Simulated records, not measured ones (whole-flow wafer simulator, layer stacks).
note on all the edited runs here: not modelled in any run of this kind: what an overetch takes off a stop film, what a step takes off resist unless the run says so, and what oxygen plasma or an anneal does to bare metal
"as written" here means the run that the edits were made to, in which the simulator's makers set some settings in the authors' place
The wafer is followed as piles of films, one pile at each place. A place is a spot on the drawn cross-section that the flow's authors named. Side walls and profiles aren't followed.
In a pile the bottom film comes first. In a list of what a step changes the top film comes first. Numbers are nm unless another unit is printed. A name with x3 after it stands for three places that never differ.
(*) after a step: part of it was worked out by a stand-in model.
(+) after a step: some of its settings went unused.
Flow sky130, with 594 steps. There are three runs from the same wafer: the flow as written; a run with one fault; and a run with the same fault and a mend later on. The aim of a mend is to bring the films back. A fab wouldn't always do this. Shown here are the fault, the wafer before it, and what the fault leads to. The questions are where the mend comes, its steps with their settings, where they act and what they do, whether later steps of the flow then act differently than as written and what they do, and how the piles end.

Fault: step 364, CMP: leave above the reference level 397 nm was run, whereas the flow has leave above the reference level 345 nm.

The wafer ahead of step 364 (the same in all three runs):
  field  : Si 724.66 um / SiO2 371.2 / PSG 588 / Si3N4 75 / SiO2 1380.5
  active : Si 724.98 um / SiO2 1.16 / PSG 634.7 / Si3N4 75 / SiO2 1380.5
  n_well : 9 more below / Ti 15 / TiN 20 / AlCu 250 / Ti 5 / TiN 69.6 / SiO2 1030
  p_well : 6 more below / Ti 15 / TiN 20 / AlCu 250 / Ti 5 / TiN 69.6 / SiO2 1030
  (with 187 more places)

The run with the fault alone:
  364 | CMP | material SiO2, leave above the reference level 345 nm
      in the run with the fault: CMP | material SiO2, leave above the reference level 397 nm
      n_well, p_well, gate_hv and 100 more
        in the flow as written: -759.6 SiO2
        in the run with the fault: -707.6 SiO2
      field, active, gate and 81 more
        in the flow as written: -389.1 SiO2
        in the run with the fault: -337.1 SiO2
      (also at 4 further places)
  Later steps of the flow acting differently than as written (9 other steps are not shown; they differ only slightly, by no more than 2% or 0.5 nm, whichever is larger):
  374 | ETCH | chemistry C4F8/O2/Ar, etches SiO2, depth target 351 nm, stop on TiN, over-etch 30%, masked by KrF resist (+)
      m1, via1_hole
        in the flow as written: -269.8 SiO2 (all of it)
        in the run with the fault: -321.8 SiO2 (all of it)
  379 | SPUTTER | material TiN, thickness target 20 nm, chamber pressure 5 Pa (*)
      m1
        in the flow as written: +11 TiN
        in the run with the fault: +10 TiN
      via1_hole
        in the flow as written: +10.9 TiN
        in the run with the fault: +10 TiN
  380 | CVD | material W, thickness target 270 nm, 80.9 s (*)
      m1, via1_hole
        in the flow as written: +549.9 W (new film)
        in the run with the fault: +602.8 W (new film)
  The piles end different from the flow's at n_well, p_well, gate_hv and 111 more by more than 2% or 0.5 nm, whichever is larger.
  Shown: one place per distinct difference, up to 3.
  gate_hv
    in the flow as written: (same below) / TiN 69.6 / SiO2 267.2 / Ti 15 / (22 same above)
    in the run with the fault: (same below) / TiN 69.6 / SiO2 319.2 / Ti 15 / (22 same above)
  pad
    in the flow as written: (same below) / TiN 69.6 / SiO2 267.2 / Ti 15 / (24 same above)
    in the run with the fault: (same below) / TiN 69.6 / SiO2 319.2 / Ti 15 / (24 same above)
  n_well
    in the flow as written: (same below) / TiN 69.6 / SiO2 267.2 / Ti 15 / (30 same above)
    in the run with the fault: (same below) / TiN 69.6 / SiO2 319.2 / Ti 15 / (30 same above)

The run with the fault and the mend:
  The mend follows step 364.
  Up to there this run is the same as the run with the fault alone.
  364a | CMP | material SiO2, leave above the reference level 345 nm (a further turn of the flow's step 364)
      field, active, n_well and 188 more
        -52 SiO2
  Later steps of the flow that are run all act as written at every place that is followed.
  The piles end the same as the flow's at every place that both follow.
